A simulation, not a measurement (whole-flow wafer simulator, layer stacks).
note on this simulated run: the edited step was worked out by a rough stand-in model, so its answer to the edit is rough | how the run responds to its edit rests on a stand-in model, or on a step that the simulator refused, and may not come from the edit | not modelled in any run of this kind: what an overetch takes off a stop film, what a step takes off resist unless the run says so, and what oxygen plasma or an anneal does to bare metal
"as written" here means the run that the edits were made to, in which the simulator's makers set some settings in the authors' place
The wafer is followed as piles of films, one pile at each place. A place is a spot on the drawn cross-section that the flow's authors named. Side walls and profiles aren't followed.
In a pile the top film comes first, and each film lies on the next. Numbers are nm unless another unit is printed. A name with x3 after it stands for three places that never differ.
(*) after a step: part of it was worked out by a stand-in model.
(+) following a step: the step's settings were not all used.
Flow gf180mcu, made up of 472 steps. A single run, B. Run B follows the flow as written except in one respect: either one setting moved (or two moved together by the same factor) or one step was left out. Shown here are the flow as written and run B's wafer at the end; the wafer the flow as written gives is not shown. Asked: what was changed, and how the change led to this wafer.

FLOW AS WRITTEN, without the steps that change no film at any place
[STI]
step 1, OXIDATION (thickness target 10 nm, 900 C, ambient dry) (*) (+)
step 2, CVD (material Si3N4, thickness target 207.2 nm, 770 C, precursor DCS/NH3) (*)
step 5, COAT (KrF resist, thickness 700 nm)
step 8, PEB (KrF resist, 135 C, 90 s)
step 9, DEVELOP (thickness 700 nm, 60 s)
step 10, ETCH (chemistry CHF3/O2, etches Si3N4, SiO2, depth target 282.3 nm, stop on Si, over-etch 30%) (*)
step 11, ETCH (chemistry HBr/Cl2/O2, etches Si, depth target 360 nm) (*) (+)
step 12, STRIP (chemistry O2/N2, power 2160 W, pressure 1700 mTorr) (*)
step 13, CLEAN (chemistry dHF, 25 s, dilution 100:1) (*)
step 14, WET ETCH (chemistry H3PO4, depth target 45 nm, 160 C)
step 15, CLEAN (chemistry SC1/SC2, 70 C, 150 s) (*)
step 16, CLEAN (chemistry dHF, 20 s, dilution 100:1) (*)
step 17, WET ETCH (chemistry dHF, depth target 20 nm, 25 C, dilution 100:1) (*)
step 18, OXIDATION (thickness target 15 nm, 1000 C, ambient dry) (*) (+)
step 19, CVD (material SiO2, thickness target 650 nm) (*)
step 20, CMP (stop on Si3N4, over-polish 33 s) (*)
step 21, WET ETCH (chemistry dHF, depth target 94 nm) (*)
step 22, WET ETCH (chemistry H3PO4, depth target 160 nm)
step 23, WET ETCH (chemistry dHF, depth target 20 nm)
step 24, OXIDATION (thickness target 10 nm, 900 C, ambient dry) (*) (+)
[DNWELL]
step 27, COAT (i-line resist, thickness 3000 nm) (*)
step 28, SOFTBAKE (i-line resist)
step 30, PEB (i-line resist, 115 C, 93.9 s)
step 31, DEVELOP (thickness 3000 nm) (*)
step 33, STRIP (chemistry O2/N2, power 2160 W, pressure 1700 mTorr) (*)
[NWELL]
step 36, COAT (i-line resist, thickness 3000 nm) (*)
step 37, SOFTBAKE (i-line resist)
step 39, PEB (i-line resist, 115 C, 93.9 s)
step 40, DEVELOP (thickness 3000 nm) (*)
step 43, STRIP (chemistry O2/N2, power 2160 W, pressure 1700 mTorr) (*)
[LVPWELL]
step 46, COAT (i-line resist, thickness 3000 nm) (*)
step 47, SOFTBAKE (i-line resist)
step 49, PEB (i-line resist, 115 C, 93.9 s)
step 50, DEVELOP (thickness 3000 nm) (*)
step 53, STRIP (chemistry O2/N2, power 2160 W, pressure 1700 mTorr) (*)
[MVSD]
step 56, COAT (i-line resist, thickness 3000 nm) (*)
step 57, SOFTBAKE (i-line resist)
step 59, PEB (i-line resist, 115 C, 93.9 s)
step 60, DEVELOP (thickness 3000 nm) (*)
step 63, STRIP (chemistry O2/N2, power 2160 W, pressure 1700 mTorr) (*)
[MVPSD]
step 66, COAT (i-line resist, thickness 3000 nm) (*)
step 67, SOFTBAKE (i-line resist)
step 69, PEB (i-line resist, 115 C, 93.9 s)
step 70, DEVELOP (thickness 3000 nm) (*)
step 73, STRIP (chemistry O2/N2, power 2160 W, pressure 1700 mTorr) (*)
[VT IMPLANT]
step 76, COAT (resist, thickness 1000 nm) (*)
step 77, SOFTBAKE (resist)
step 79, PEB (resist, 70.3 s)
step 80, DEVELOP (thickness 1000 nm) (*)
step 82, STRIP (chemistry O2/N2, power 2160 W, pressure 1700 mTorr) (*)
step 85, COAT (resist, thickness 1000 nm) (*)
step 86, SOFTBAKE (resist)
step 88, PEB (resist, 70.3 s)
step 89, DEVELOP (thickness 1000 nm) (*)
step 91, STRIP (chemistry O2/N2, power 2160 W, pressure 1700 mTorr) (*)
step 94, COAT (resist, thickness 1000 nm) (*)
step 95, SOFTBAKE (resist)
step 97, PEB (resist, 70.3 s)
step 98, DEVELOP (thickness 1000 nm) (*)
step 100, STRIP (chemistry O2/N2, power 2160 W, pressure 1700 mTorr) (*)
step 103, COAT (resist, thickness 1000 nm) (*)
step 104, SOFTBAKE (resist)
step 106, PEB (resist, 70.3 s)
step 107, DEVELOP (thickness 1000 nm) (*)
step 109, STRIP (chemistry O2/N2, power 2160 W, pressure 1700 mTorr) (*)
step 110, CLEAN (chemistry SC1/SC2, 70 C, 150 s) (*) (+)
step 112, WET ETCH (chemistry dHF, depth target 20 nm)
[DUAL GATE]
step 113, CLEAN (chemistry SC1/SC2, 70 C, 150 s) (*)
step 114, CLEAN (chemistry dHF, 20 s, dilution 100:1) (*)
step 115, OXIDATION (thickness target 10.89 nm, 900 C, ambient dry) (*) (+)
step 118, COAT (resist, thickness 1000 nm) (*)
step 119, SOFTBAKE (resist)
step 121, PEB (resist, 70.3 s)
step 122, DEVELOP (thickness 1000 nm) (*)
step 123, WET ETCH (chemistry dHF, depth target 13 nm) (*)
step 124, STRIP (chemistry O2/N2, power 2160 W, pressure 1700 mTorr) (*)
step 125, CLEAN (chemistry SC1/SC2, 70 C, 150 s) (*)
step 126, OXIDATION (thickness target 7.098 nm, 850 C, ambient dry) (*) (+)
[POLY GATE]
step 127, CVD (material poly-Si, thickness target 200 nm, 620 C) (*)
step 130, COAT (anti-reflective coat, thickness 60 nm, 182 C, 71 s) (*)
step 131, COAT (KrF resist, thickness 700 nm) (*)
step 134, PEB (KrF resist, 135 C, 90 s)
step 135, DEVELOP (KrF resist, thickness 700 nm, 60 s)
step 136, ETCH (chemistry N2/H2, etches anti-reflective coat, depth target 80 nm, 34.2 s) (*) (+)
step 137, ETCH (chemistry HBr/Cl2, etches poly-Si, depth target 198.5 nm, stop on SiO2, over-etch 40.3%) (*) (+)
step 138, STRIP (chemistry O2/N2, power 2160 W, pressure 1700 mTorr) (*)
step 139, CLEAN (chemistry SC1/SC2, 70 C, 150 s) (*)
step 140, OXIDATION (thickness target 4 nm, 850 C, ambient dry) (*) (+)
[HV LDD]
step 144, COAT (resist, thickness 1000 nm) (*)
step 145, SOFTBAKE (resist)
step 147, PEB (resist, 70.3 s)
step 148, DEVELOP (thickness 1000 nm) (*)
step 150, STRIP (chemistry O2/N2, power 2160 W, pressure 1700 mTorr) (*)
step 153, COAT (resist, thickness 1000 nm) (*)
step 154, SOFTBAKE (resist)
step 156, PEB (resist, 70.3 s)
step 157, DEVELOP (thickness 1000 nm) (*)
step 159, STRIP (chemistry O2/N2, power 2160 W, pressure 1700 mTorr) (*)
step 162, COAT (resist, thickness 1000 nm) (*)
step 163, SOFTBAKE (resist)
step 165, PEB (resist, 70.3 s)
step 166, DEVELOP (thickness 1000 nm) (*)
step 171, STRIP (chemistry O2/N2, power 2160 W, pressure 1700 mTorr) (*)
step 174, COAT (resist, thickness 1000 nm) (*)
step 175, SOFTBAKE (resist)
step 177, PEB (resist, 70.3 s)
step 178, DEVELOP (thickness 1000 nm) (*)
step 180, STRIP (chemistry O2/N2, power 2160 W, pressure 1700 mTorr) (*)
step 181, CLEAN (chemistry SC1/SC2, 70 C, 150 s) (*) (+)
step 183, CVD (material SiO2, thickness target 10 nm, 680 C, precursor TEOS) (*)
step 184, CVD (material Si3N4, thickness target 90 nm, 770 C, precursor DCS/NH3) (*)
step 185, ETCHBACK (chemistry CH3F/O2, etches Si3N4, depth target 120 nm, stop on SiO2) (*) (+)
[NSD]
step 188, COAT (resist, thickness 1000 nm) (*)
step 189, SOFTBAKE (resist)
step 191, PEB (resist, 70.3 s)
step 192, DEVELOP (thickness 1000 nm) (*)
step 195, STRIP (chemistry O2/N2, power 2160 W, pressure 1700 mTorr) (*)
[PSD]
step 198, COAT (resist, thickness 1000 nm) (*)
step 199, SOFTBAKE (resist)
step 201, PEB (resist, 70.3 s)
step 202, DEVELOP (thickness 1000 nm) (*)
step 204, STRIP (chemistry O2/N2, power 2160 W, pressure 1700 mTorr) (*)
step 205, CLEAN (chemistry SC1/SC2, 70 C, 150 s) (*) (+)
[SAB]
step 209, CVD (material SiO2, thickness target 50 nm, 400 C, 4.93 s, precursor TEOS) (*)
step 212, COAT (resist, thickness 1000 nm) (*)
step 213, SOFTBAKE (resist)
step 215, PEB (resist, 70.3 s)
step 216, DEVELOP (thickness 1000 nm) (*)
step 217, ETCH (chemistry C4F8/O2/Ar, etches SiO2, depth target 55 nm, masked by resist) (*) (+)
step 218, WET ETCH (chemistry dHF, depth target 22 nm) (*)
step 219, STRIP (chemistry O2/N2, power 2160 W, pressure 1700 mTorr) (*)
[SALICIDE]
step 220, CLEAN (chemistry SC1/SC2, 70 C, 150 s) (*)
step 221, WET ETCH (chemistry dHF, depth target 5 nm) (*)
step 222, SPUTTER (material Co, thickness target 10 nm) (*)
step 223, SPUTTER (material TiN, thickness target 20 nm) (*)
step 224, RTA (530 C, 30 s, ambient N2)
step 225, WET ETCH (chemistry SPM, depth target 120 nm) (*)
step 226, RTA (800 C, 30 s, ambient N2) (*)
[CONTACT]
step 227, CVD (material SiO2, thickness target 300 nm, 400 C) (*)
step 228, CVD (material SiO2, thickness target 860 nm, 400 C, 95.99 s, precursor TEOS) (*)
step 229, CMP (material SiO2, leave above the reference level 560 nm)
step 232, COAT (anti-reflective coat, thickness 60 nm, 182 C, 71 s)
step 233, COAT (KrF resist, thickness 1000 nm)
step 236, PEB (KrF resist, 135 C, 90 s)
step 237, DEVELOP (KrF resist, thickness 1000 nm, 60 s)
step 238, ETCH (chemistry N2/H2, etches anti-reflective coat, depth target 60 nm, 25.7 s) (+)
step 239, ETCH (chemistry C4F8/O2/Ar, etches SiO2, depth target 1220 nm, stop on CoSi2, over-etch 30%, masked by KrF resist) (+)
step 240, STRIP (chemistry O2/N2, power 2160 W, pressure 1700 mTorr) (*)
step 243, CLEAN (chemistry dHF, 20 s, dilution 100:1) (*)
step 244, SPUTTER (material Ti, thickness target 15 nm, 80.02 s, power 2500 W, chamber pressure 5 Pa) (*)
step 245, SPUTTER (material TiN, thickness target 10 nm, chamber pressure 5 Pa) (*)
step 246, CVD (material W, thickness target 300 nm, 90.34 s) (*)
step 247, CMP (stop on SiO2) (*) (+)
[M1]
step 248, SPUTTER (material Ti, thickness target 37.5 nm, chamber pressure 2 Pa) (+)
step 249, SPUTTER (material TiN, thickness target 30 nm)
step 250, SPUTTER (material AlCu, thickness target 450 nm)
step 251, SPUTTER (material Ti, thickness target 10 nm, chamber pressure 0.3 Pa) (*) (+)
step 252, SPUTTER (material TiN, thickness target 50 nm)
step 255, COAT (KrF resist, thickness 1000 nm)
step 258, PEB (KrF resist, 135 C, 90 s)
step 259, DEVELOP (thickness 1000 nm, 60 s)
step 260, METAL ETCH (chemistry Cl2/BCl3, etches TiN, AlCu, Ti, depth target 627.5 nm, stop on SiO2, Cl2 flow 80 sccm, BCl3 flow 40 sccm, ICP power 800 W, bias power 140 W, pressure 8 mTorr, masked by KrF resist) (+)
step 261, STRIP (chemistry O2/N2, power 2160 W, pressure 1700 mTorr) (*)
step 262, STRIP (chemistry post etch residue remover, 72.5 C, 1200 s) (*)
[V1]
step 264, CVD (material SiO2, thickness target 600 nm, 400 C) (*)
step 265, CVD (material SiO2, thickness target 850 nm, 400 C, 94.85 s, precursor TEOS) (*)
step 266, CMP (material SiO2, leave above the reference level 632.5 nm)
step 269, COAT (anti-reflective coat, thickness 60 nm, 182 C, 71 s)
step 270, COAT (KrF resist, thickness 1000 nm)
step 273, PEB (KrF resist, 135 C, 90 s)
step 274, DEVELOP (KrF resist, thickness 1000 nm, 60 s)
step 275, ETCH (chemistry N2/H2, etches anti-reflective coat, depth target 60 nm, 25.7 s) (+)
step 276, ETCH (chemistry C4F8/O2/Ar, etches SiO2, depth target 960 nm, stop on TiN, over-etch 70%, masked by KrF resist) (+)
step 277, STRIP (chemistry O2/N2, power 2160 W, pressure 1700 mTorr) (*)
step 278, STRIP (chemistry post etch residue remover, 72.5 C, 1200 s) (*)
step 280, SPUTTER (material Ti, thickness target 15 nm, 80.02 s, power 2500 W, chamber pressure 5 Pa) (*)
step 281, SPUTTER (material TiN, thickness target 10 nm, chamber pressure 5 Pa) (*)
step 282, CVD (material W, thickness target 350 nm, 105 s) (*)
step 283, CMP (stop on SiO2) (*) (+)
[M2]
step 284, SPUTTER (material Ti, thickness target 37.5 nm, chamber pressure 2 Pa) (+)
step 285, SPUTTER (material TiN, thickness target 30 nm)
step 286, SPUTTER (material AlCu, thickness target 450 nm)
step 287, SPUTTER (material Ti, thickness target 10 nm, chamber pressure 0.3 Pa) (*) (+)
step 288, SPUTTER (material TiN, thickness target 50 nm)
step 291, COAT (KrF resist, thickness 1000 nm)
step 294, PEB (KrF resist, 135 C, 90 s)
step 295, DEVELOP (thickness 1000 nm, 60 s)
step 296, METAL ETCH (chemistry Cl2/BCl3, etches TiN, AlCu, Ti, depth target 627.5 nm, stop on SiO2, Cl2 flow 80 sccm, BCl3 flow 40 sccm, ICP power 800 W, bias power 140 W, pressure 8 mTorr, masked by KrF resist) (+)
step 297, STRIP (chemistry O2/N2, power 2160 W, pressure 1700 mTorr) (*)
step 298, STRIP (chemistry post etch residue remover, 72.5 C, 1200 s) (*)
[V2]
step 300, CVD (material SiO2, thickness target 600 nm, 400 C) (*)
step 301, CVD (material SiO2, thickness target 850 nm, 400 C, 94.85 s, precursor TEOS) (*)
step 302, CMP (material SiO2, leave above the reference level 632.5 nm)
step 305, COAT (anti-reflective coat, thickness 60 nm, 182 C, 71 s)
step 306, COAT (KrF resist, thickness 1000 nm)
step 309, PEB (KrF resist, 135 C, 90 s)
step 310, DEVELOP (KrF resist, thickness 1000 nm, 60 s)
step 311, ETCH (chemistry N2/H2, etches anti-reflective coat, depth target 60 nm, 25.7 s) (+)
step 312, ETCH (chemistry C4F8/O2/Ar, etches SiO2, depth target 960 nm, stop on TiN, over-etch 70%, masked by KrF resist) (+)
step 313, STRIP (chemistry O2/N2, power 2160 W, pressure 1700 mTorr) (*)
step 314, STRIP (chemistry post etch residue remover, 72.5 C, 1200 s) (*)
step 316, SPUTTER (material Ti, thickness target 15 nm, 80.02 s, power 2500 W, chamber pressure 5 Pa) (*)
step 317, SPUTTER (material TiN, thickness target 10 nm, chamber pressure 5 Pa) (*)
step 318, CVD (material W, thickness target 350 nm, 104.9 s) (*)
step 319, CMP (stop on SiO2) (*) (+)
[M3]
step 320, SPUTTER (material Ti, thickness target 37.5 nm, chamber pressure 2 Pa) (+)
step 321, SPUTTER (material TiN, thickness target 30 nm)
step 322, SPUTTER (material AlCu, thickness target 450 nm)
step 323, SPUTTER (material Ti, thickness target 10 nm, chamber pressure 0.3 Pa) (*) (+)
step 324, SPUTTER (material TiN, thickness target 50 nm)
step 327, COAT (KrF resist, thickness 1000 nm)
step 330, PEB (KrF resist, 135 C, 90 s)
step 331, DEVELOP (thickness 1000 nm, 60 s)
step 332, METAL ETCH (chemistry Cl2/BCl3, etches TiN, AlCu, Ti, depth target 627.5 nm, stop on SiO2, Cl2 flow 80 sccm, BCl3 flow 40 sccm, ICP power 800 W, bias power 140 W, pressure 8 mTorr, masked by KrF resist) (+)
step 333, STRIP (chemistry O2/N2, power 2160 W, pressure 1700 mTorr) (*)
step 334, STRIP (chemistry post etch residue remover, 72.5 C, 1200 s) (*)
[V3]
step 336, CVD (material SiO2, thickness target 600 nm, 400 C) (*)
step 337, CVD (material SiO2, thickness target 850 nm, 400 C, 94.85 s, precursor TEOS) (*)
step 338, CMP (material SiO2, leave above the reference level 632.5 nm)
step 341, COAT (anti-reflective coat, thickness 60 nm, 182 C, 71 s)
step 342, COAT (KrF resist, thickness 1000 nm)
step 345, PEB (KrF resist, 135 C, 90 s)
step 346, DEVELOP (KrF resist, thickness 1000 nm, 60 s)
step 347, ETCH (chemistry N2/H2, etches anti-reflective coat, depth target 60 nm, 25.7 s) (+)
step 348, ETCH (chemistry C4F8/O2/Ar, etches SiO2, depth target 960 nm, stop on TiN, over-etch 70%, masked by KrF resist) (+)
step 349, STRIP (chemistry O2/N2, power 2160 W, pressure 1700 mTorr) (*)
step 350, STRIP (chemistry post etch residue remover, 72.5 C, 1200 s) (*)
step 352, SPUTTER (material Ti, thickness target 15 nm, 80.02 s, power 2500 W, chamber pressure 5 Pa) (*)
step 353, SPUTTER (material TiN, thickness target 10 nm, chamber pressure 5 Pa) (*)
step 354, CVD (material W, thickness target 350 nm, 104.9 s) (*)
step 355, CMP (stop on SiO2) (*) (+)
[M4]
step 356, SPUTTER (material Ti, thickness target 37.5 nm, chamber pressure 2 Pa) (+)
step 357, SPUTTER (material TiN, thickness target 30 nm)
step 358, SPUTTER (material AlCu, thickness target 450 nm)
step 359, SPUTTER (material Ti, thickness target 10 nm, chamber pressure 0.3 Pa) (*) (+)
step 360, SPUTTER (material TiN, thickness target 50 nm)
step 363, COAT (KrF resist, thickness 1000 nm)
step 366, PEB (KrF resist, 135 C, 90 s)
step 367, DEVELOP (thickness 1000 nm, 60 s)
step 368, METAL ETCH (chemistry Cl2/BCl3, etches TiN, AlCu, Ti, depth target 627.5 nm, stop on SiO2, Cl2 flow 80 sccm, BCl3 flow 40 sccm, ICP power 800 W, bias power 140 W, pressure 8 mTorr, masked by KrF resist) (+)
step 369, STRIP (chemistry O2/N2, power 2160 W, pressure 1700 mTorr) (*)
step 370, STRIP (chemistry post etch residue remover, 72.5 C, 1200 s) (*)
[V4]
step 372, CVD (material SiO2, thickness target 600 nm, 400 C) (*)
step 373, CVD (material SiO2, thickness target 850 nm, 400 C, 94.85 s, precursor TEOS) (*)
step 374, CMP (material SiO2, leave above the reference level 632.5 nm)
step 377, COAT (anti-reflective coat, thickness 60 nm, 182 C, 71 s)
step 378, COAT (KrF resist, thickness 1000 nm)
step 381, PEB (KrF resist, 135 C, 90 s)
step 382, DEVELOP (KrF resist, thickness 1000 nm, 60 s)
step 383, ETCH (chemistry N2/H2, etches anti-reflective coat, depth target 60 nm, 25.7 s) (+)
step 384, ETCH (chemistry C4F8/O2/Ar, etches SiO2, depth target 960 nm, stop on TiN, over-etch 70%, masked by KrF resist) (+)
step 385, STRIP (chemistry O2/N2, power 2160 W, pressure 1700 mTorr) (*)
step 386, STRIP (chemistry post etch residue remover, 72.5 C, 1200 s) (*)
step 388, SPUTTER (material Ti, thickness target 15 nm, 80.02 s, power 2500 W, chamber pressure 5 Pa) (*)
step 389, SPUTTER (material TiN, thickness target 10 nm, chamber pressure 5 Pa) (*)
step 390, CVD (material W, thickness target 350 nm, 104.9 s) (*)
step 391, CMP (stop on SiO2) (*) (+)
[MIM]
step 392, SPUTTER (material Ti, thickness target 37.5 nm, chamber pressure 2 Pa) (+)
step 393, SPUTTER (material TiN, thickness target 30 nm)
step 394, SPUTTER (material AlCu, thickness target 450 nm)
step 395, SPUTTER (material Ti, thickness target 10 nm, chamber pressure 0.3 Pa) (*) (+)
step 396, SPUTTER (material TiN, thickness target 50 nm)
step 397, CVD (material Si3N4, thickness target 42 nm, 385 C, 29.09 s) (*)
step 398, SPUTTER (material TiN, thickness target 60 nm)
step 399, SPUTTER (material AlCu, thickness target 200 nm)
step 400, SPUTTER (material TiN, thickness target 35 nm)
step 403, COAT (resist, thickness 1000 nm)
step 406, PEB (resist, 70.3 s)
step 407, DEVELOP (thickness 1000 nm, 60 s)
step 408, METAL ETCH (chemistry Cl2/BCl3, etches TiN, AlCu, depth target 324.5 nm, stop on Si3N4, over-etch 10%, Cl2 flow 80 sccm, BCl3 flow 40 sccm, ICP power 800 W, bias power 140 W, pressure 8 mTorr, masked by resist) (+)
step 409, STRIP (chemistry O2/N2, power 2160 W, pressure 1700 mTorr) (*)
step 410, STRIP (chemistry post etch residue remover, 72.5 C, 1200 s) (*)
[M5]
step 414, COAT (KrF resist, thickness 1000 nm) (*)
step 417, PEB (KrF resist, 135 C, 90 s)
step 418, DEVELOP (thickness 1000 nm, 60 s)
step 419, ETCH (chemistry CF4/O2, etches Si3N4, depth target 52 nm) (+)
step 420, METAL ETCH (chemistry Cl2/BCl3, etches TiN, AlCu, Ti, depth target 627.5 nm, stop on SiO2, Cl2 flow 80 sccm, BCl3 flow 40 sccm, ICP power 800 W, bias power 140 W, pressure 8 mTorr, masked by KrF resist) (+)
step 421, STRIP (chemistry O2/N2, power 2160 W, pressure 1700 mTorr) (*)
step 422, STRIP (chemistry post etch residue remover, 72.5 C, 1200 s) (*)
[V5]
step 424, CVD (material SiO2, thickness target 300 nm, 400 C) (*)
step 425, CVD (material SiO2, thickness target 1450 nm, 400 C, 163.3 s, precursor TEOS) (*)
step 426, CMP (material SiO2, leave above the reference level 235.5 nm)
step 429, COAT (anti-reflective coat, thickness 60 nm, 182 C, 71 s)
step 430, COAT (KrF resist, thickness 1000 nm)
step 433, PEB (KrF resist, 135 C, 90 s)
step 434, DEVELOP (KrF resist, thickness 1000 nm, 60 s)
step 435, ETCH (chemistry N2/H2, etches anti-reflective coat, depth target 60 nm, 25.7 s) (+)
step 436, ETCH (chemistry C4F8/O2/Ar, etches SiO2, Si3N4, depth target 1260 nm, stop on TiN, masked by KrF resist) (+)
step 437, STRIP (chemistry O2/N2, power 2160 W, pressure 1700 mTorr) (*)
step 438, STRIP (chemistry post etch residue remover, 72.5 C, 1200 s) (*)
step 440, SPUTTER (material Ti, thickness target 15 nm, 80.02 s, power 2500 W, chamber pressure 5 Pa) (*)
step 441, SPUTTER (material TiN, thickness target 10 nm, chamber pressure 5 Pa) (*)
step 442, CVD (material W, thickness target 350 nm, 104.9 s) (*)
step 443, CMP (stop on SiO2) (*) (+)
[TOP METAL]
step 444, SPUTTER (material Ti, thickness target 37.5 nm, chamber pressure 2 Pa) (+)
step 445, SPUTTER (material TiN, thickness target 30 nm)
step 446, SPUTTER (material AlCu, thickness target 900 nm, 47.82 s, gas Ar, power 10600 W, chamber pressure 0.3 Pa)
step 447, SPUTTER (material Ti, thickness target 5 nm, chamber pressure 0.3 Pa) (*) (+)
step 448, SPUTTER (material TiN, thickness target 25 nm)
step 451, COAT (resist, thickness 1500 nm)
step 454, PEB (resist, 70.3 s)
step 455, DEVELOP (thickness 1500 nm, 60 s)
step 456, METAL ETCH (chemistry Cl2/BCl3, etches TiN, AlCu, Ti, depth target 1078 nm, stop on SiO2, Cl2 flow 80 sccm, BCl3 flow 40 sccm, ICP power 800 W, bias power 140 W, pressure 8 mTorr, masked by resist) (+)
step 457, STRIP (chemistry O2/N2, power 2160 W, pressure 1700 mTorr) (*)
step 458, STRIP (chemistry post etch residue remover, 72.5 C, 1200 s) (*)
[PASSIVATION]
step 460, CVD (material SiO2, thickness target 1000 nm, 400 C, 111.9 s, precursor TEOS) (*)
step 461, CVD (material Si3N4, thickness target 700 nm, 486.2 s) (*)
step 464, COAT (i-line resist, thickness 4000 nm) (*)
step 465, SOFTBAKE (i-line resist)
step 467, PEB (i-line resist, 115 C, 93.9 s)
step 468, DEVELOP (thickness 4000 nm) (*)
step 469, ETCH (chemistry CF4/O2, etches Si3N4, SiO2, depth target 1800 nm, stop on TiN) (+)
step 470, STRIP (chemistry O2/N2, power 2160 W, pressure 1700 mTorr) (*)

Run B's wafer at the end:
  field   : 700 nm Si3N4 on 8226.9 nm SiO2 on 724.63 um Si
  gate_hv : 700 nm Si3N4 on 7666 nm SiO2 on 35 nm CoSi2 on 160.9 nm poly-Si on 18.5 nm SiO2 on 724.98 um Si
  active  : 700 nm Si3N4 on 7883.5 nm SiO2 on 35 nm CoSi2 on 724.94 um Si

Cause: step 115, OXIDATION: thickness target 15.57 nm was run, whereas the flow has thickness target 10.89 nm.

The path from the change to this, step by step:
  step 115, OXIDATION (thickness target 10.89 nm, 900 C, ambient dry) (*) (+)
      active, n_well, p_well and 40 more: +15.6 SiO2 (new film), -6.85 Si (it would be, as written: +10.9 SiO2 (new film), -4.79 Si)
      sti, mim_1p0, pad and 21 more: +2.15 SiO2, -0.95 Si (it would be, as written: +1.22 SiO2, -0.54 Si)
      (also at 25 further places)
  step 123, WET ETCH (chemistry dHF, depth target 13 nm) (*)
      active, n_well, p_well and 12 more: -13 SiO2 (it would be, as written: -10.9 SiO2 (all of it))
  step 124, STRIP (chemistry O2/N2, power 2160 W, pressure 1700 mTorr) (*)
      active, n_well, p_well and 12 more: nothing (it would be, as written: +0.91 chemical SiO2 (new film), -0.4 Si)
  step 126, OXIDATION (thickness target 7.098 nm, 850 C, ambient dry) (*) (+)
      active, n_well, p_well and 12 more: +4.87 SiO2, -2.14 Si (it would be, as written: +7.1 SiO2 (new film), -0.76 chemical SiO2 (all of it), -2.79 Si)
  step 130, COAT (anti-reflective coat, thickness 60 nm, 182 C, 71 s) (*)
      p_well, spacer, sd_n: +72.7 anti-reflective coat (new film) (it would be, as written: +70.9 anti-reflective coat (new film))
      ld_fp_p: +48.9 anti-reflective coat (new film) (it would be, as written: +47.8 anti-reflective coat (new film))
      (also at 5 further places)
  step 136, ETCH (chemistry N2/H2, etches anti-reflective coat, depth target 80 nm, 34.2 s) (*) (+)
      p_well, spacer, sd_n: -72.7 anti-reflective coat (all of it), -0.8 poly-Si (it would be, as written: -70.9 anti-reflective coat (all of it), -0.85 poly-Si)
      ld_drift_p: -48.8 anti-reflective coat (all of it), -1.41 poly-Si (it would be, as written: -47.8 anti-reflective coat (all of it), -1.44 poly-Si)
      (also at 2 further places)
  step 138, STRIP (chemistry O2/N2, power 2160 W, pressure 1700 mTorr) (*)
      ld_fp_p: +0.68 chemical SiO2 (new film), -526 KrF resist (all of it), -48.9 anti-reflective coat (all of it), -0.3 poly-Si (it would be, as written: +0.68 chemical SiO2 (new film), -526.2 KrF resist (all of it), -47.8 anti-reflective coat (all of it), -0.3 poly-Si)
      ldn_fp: +0.68 chemical SiO2 (new film), -530 KrF resist (all of it), -49.6 anti-reflective coat (all of it), -0.3 poly-Si (it would be, as written: +0.68 chemical SiO2 (new film), -530.2 KrF resist (all of it), -48.5 anti-reflective coat (all of it), -0.3 poly-Si)
      (also at 1 further place)
  step 189, SOFTBAKE (resist)
      field__w9: -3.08 resist (it would be, as written: +6.92 resist)
      active_nat: +9.33 resist (it would be, as written: +5.49 resist)
  step 199, SOFTBAKE (resist)
      field__w9: -3.08 resist (it would be, as written: +6.92 resist)
      active_nat: +9.33 resist (it would be, as written: +5.49 resist)
  step 218, WET ETCH (chemistry dHF, depth target 22 nm) (*)
      ldn_tap, ldn_src, ldn_drn, ldp_tap, ldp_src, ldp_drn, ldp_gr: -20.1 SiO2 (all of it) (it would be, as written: -16 SiO2 (all of it))
      ld_drn_n, ld_sd_p: -18.9 SiO2 (all of it) (it would be, as written: -14.8 SiO2 (all of it))
      (also at 5 further places)
